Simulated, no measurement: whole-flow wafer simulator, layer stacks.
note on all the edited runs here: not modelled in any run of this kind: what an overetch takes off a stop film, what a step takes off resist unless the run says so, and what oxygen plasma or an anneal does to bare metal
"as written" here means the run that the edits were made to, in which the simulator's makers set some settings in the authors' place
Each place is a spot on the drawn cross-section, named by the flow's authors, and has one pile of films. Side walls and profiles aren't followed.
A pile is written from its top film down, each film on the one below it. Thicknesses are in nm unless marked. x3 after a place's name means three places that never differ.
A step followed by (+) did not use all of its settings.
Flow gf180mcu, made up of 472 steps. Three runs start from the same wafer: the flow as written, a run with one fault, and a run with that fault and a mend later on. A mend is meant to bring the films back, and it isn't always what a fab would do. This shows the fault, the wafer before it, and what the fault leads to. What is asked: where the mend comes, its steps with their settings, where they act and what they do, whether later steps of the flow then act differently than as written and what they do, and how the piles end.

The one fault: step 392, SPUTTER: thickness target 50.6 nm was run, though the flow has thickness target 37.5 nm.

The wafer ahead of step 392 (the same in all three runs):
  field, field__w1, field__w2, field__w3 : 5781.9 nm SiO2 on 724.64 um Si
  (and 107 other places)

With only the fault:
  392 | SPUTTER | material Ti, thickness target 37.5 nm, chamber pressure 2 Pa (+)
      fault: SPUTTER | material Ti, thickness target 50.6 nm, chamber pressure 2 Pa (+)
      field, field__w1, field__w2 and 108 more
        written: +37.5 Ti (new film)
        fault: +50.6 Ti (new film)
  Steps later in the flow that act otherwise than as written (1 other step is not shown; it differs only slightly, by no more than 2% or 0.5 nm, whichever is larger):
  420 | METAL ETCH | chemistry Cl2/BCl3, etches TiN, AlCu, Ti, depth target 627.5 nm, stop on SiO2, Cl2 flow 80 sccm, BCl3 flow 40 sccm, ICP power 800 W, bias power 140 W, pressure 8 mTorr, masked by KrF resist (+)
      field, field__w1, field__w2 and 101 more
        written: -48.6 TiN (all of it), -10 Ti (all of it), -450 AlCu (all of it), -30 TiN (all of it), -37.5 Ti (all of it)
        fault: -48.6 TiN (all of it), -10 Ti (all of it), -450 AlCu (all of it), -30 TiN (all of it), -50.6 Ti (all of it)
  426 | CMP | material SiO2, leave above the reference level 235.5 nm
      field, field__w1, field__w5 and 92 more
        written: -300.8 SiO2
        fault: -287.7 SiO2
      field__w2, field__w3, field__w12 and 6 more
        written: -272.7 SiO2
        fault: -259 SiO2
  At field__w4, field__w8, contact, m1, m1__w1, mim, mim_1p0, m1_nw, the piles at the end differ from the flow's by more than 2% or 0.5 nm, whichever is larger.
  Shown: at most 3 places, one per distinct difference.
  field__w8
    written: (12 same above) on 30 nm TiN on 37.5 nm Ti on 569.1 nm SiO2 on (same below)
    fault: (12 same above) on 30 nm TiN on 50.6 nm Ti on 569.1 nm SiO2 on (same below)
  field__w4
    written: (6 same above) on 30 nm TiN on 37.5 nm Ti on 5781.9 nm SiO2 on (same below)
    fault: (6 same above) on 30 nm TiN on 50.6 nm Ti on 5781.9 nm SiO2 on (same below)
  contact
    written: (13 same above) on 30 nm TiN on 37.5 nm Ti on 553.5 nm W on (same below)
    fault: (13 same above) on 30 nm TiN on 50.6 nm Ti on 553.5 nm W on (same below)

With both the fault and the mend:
  After step 392 comes the mend.
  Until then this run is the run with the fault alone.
  392a | METAL ETCH | chemistry Cl2/BCl3, etches TiN, AlCu, Ti, depth target 13.1 nm, Cl2 flow 80 sccm, BCl3 flow 40 sccm, ICP power 800 W, bias power 140 W, pressure 8 mTorr (a further turn of the flow's step 260, with different settings)
      field, field__w1, field__w2 and 108 more
        -13.1 Ti
  Later steps of the flow that are run all act as written at every place that is followed.
  The piles end the same as the flow's at every place that both follow.
